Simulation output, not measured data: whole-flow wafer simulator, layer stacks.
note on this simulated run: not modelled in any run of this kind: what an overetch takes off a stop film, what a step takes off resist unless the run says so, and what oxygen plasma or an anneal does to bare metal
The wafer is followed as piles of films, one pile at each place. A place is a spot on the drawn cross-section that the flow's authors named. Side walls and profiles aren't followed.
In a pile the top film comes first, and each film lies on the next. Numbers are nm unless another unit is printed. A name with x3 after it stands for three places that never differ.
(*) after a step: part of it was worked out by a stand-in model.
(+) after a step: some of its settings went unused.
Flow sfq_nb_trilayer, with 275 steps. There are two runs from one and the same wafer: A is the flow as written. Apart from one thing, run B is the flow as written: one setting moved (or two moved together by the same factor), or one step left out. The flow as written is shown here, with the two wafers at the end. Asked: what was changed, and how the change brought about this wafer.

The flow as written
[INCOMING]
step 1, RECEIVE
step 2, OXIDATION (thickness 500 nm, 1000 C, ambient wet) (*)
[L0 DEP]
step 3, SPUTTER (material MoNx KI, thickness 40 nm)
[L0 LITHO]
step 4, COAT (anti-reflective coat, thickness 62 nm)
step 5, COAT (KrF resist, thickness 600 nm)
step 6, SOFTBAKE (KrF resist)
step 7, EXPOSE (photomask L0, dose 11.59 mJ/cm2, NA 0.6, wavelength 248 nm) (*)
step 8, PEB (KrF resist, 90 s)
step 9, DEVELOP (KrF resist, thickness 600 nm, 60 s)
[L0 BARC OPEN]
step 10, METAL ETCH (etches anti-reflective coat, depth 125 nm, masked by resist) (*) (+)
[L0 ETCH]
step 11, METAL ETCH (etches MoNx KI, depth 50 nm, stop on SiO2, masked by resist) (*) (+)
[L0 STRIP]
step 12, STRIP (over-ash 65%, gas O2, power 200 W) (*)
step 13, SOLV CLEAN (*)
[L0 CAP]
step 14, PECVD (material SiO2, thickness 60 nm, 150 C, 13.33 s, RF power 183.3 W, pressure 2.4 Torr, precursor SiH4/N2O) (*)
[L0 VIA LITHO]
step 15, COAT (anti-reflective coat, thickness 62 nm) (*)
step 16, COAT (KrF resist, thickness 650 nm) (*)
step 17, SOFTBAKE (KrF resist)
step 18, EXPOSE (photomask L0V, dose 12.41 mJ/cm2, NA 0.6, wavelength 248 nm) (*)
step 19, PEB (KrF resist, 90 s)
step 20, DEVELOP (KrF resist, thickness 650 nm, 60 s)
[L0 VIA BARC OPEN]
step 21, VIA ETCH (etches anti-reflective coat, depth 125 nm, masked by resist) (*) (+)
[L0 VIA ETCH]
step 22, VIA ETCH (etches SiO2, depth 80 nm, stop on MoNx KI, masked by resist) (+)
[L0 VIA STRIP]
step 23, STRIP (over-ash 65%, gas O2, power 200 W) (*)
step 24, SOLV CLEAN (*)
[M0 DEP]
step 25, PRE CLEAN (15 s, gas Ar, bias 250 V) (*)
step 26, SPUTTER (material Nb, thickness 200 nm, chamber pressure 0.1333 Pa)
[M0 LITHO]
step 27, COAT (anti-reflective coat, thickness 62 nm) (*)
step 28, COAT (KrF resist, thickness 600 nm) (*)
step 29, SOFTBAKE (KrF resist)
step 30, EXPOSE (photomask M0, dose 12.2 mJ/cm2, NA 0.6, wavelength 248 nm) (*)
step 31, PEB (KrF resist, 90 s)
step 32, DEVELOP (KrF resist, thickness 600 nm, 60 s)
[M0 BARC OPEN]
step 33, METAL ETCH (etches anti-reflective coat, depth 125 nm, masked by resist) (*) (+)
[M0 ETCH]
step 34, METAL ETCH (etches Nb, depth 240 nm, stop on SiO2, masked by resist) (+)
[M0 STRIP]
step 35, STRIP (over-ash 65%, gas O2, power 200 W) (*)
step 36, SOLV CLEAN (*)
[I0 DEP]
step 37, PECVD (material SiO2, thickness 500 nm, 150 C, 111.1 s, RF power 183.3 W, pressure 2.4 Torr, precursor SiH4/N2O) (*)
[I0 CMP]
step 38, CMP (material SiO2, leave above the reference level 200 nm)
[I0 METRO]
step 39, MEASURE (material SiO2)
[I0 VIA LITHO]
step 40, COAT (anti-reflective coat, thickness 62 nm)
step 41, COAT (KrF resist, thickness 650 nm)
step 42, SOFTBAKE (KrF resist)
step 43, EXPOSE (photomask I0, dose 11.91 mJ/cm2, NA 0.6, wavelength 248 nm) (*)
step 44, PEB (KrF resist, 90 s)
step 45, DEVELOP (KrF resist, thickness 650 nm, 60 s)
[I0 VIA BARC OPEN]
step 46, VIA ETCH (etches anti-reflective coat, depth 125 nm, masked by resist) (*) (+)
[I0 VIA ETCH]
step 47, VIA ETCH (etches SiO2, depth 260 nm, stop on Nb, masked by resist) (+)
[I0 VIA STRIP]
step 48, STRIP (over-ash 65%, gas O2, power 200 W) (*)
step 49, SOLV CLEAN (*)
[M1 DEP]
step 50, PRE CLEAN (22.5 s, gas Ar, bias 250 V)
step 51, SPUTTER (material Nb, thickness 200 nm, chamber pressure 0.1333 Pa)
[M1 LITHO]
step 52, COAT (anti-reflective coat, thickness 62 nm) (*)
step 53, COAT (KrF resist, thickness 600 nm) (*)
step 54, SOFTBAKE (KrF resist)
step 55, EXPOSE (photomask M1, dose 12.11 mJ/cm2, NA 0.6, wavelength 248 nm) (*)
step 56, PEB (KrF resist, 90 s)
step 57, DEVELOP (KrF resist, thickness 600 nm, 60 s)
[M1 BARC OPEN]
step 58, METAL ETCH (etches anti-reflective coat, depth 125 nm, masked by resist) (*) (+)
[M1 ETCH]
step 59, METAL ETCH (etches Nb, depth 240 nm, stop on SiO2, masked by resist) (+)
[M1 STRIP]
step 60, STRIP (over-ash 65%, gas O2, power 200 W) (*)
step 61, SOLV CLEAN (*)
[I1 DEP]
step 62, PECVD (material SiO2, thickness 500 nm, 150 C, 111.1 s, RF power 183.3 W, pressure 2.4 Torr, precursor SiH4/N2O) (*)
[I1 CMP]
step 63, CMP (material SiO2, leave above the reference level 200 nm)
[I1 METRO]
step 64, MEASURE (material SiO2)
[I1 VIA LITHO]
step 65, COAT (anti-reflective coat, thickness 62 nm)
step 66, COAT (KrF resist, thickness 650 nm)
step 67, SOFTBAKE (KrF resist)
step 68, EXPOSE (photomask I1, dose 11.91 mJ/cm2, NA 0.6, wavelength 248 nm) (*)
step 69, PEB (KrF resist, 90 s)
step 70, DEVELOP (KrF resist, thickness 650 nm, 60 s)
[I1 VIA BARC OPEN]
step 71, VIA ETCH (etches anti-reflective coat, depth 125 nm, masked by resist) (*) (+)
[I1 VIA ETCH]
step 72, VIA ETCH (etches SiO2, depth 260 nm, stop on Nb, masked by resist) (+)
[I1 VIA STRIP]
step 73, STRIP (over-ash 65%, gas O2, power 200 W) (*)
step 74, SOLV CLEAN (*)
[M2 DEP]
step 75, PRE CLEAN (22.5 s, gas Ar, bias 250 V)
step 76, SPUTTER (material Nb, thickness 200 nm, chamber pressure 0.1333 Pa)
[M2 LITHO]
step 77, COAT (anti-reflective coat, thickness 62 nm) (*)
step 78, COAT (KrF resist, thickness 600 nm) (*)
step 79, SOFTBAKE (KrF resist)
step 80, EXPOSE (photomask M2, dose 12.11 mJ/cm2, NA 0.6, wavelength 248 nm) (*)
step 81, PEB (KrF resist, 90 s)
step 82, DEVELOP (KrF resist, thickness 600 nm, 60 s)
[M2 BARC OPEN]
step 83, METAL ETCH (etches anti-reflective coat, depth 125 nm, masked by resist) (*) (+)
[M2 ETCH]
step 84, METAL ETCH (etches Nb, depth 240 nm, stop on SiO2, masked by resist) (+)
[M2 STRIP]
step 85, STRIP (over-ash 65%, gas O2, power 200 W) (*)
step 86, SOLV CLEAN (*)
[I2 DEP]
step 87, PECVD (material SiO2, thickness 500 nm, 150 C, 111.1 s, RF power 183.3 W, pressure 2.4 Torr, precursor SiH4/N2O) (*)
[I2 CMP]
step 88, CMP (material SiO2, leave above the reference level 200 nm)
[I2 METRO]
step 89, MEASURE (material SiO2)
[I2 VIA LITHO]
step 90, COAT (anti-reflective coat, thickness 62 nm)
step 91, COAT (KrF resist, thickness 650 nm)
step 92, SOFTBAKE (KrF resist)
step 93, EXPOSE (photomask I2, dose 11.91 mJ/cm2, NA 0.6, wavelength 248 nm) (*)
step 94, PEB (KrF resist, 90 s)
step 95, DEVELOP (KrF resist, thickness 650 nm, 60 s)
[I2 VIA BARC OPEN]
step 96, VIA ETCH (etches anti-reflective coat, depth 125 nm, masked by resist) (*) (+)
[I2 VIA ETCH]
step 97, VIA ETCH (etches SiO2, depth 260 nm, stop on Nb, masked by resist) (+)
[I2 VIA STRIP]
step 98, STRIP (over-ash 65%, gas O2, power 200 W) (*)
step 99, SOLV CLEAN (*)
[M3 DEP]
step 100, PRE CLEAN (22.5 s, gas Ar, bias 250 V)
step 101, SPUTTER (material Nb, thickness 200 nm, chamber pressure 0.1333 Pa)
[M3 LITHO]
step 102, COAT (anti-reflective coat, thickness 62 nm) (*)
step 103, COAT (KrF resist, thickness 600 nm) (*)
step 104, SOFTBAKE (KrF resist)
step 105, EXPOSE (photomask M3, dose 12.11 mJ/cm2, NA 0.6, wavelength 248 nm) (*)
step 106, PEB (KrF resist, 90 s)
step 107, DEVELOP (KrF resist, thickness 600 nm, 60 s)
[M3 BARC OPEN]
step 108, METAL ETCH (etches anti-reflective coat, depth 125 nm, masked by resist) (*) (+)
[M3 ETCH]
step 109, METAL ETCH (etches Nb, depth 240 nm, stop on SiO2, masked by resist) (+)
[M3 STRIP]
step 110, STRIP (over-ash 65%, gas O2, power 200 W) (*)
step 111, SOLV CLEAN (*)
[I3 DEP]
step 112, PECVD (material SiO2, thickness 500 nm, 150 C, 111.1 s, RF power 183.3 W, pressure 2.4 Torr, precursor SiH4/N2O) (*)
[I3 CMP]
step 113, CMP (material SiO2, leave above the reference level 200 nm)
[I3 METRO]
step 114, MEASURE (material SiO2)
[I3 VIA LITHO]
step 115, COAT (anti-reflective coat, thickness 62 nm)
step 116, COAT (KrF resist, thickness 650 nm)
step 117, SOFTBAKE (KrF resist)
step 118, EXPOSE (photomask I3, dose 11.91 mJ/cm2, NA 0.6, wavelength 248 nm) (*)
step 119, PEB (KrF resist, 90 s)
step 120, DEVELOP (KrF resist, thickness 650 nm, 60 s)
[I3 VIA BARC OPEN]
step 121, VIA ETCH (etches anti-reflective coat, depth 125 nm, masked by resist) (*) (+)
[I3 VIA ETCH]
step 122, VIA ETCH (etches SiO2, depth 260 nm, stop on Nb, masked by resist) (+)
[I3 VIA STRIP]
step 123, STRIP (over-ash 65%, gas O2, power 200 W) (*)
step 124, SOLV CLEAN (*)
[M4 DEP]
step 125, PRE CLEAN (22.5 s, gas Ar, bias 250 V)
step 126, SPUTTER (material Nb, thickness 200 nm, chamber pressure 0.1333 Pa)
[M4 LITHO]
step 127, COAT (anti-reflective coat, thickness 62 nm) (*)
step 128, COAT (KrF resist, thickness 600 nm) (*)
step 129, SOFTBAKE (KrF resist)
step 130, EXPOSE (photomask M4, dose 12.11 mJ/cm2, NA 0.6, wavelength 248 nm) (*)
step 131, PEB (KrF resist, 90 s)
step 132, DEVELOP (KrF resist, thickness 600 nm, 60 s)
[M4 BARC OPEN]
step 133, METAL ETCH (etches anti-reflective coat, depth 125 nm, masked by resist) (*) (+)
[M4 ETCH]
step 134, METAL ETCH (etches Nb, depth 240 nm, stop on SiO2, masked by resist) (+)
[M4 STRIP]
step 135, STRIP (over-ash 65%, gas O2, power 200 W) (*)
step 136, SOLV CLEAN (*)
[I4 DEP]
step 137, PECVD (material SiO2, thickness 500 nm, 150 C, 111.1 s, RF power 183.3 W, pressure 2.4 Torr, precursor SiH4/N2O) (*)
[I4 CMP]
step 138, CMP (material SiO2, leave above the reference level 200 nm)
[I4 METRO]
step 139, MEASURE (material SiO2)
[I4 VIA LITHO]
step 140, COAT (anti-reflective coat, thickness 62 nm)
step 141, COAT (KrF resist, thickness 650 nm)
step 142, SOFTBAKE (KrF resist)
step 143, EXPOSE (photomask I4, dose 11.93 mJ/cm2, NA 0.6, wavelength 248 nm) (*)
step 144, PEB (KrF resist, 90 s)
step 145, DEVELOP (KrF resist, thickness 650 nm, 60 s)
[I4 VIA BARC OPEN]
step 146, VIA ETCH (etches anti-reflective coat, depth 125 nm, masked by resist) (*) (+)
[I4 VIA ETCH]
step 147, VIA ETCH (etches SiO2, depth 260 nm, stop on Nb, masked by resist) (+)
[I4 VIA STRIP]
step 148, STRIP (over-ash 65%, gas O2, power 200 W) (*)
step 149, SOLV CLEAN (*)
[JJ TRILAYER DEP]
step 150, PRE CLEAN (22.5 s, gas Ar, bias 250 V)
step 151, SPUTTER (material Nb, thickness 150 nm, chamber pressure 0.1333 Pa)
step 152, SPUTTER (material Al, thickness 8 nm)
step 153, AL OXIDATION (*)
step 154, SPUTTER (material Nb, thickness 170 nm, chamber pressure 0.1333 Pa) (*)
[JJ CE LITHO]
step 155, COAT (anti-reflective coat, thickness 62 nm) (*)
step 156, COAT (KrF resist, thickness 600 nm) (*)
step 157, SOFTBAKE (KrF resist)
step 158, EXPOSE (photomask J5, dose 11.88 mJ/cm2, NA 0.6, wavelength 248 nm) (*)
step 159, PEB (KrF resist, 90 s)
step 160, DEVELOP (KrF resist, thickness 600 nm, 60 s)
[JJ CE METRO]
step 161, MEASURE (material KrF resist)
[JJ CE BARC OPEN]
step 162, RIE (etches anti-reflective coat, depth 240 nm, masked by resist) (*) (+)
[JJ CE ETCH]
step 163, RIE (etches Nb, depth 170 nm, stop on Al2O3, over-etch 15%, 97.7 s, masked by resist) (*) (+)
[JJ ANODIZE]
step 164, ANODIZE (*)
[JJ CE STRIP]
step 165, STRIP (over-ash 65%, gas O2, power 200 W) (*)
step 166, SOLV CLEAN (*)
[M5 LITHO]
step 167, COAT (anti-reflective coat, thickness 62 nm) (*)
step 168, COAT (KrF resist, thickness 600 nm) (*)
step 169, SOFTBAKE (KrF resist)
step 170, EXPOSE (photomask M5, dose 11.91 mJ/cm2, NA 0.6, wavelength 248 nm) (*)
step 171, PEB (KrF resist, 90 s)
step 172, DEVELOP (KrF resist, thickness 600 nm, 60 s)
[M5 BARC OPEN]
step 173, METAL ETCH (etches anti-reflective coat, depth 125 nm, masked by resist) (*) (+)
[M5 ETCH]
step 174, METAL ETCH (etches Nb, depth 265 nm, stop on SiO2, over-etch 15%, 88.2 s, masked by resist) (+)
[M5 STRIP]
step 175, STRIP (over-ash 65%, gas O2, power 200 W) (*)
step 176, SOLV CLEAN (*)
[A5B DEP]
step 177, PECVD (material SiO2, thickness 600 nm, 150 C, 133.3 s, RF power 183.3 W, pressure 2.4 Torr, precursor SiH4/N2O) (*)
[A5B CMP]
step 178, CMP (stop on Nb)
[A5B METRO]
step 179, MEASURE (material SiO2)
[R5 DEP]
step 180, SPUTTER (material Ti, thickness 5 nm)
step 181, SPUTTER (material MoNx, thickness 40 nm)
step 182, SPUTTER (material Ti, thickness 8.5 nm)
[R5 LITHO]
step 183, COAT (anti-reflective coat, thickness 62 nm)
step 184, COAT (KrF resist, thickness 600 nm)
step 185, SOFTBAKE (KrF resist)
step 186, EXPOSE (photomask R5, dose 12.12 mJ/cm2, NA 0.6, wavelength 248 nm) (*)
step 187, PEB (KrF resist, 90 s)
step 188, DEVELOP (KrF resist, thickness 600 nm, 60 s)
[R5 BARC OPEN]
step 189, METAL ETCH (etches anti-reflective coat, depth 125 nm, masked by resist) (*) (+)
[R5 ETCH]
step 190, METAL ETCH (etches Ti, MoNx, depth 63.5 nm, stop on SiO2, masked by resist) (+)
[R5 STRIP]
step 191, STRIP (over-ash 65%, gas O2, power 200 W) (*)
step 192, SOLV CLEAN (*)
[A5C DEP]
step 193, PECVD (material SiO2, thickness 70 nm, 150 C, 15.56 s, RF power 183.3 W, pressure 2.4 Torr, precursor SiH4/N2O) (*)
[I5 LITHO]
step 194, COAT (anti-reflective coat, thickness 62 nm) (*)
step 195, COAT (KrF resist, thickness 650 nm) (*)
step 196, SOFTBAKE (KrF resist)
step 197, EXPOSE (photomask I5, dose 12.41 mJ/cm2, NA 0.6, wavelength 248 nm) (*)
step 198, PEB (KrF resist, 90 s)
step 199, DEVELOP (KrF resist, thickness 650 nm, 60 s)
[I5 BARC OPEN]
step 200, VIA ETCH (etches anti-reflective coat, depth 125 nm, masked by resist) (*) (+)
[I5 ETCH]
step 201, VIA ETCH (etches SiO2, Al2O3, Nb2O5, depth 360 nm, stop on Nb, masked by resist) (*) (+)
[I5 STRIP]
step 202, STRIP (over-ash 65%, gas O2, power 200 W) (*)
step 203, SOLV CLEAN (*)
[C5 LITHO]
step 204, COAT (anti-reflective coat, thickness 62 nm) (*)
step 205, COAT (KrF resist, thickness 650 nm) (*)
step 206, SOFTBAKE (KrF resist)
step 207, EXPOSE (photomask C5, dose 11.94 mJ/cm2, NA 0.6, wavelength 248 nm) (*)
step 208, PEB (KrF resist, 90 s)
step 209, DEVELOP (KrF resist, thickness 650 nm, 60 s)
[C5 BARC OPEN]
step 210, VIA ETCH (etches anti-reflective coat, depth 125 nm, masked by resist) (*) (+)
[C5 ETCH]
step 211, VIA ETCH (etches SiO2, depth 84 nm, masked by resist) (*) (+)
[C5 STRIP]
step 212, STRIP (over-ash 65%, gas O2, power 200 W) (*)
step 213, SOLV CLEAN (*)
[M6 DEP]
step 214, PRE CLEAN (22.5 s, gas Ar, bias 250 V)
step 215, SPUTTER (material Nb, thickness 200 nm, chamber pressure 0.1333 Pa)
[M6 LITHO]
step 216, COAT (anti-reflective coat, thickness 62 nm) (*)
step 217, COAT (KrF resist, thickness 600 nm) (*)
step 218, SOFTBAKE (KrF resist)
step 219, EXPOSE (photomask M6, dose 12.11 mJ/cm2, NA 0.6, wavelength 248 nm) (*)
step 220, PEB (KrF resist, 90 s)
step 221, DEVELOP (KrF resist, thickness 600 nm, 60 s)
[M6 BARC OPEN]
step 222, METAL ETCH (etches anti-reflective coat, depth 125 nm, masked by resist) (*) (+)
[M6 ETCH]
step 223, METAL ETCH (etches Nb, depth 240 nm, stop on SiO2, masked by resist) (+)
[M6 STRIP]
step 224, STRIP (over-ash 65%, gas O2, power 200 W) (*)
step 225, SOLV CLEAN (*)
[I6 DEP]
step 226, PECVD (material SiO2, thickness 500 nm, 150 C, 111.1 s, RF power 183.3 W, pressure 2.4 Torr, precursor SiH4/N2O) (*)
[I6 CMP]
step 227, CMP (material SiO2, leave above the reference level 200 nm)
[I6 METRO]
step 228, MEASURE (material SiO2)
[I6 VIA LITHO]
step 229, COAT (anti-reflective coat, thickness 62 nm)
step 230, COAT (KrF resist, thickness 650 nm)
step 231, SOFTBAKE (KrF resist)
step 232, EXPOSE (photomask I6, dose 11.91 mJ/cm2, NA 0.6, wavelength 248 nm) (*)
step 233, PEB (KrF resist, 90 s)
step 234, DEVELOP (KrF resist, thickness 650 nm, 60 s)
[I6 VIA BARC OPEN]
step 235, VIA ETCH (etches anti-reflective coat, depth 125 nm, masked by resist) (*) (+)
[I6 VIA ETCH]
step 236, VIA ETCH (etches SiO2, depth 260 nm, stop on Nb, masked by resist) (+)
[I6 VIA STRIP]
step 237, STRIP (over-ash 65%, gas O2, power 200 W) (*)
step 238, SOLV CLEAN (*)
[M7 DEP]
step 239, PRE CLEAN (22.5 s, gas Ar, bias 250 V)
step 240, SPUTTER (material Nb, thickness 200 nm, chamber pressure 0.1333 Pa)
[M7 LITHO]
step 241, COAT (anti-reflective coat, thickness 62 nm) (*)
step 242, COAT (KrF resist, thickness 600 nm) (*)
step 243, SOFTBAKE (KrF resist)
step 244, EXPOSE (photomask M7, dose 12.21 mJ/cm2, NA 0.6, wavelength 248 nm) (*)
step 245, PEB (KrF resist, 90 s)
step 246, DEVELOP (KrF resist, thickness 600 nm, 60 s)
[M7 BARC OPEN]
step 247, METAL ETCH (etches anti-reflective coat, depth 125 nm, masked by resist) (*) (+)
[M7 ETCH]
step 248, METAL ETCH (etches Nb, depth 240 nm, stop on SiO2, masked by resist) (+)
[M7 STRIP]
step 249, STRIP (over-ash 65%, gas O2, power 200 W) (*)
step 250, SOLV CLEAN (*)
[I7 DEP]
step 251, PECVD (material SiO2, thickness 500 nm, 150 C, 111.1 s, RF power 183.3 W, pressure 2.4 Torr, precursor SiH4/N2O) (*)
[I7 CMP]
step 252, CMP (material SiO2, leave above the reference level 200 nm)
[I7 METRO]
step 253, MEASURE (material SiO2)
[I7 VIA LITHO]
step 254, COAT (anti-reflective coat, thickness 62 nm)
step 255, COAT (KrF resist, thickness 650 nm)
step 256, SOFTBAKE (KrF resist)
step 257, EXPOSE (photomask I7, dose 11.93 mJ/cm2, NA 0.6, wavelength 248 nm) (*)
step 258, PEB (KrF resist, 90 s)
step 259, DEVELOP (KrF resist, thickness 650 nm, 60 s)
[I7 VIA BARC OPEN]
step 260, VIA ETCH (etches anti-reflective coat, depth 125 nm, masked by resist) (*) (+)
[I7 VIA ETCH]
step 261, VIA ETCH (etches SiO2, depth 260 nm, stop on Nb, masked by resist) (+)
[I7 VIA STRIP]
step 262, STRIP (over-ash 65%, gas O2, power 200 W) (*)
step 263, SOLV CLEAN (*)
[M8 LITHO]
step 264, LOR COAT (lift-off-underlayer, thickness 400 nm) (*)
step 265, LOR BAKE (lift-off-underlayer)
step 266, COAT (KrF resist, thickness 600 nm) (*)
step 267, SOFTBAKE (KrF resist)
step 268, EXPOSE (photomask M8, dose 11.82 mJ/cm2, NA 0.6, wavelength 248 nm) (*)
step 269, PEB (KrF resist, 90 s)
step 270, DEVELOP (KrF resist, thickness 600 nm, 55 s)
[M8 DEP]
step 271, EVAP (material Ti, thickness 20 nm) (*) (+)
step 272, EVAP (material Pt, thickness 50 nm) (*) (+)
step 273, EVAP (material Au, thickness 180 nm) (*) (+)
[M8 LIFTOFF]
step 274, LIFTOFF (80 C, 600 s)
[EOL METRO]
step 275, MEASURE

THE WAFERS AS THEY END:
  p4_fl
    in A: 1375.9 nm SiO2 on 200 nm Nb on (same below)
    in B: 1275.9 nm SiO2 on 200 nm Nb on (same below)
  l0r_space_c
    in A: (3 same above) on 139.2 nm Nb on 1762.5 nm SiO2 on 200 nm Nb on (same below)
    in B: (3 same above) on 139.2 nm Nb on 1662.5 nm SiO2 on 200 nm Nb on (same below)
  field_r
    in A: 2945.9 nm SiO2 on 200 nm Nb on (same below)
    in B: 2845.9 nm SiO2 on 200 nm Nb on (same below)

The reason: step 138, CMP: leave above the reference level 100 nm was run, while the flow as written has leave above the reference level 200 nm.

Step by step, how the change led to this:
  step 138, CMP (material SiO2, leave above the reference level 200 nm)
      field_l, be, be_sur and 55 more: A SiO2 loses 100 | B SiO2 loses 200
      v_sur, via_wl, via_w and 35 more: A SiO2 loses 300 | B SiO2 loses 400
      (as well as at 10 more places)
  step 147, VIA ETCH (etches SiO2, depth 260 nm, stop on Nb, masked by resist) (+)
      field_l, v_sur, via_sp and 100 more: A KrF resist loses 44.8 | B KrF resist loses 25.8
      via_wl, via_w, via_wr: A SiO2 loses 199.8 (all of it) | B SiO2 loses 99.8 (all of it)
  step 148, STRIP (over-ash 65%, gas O2, power 200 W) (*)
      field_l, v_sur, via_sp and 100 more: A KrF resist loses 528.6 (all of it), anti-reflective coat loses 62 (all of it) | B KrF resist loses 547.6 (all of it), anti-reflective coat loses 62 (all of it)
  step 151, SPUTTER (material Nb, thickness 150 nm, chamber pressure 0.1333 Pa)
      via_wl, via_w, via_wr: A Nb gains 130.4 | B Nb gains 142.2
  step 152, SPUTTER (material Al, thickness 8 nm)
      via_wl, via_wr: A Al gains 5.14 (new film) | B Al gains 6.34 (new film)
      via_w: A Al gains 7.12 (new film) | B Al gains 7.88 (new film)
  step 154, SPUTTER (material Nb, thickness 170 nm, chamber pressure 0.1333 Pa) (*)
      via_wl, via_wr: A Nb gains 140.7 (new film) | B Nb gains 130.4 (new film)
      via_w: A Nb gains 141 (new film) | B Nb gains 168 (new film)
  step 155, COAT (anti-reflective coat, thickness 62 nm) (*)
      via_wl, via_wr: A anti-reflective coat gains 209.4 (new film) | B anti-reflective coat gains 160.9 (new film)
      v_sur: A anti-reflective coat gains 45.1 (new film) | B anti-reflective coat gains 50.2 (new film)
      (as well as at 2 more places)
  step 156, COAT (KrF resist, thickness 600 nm) (*)
      via_wl: A KrF resist gains 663 (new film) | B KrF resist gains 631.3 (new film)
      via_w: A KrF resist gains 763.8 (new film) | B KrF resist gains 663 (new film)
      (as well as at 1 more place)
  step 160, DEVELOP (KrF resist, thickness 600 nm, 60 s)
      via_wl: A KrF resist loses 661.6 (all of it) | B KrF resist loses 630 (all of it)
      via_w: A KrF resist loses 762.1 (all of it) | B KrF resist loses 661.6 (all of it)
      (as well as at 1 more place)
  step 162, RIE (etches anti-reflective coat, depth 240 nm, masked by resist) (*) (+)
      ce_l, c5j, ce_r, wl_jj: A KrF resist loses 209.4 | B KrF resist loses 160.9
      via_wl, via_wr: A anti-reflective coat loses 209.4 (all of it) | B anti-reflective coat loses 160.9 (all of it)
      (as well as at 3 more places)
  step 163, RIE (etches Nb, depth 170 nm, stop on Al2O3, over-etch 15%, 97.7 s, masked by resist) (*) (+)
      via_w: A Nb loses 141 (all of it), Al2O3 loses 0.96 (all of it) | B Nb loses 168 (all of it), Al2O3 loses 0.55
      via_wl, via_wr: A Nb loses 140.7 (all of it), Al2O3 loses 0.96 (all of it) | B Nb loses 130.4 (all of it), Al2O3 loses 0.96 (all of it)
  step 164, ANODIZE (*)
      via_w: A Al2O3 gains 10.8 (new film), Nb2O5 gains 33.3 (new film), Al loses 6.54 (all of it), Nb loses 12 | B Al2O3 gains 12, Nb2O5 gains 30.4 (new film), Al loses 7.3 (all of it), Nb loses 10.9
      via_wl, via_wr: A Al2O3 gains 7.52 (new film), Nb2O5 gains 39.2 (new film), Al loses 4.56 (all of it), Nb loses 14.1 | B Al2O3 gains 9.5 (new film), Nb2O5 gains 35.7 (new film), Al loses 5.76 (all of it), Nb loses 12.8
  step 165, STRIP (over-ash 65%, gas O2, power 200 W) (*)
      c5j, ce_r: A KrF resist loses 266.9 (all of it), anti-reflective coat loses 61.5 (all of it) | B KrF resist loses 316 (all of it), anti-reflective coat loses 61.8 (all of it)
      ce_l: A KrF resist loses 266.8 (all of it), anti-reflective coat loses 61.4 (all of it) | B KrF resist loses 316 (all of it), anti-reflective coat loses 61.8 (all of it)
      (as well as at 1 more place)
  step 167, COAT (anti-reflective coat, thickness 62 nm) (*)
      v_sur: A anti-reflective coat gains 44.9 (new film) | B anti-reflective coat gains 47.4 (new film)
      via_wl: A anti-reflective coat gains 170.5 (new film) | B anti-reflective coat gains 103.5 (new film)
      (as well as at 3 more places)
  step 168, COAT (KrF resist, thickness 600 nm) (*)
      v_sur: A KrF resist gains 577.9 (new film) | B KrF resist gains 594.1 (new film)
      via_wl: A KrF resist gains 656 (new film) | B KrF resist gains 637.4 (new film)
      (as well as at 3 more places)
  step 175, STRIP (over-ash 65%, gas O2, power 200 W) (*)
      v_sur: A KrF resist loses 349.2 (all of it), anti-reflective coat loses 44.9 (all of it) | B KrF resist loses 365.3 (all of it), anti-reflective coat loses 47.4 (all of it)
      via_wl: A KrF resist loses 427 (all of it), anti-reflective coat loses 170.5 (all of it) | B KrF resist loses 408.5 (all of it), anti-reflective coat loses 103.5 (all of it)
      (as well as at 3 more places)
  step 178, CMP (stop on Nb)
      via_wl, via_wr: A SiO2 loses 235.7 | B SiO2 loses 347.2
      via_w: A SiO2 loses 235.2 | B SiO2 loses 346.8
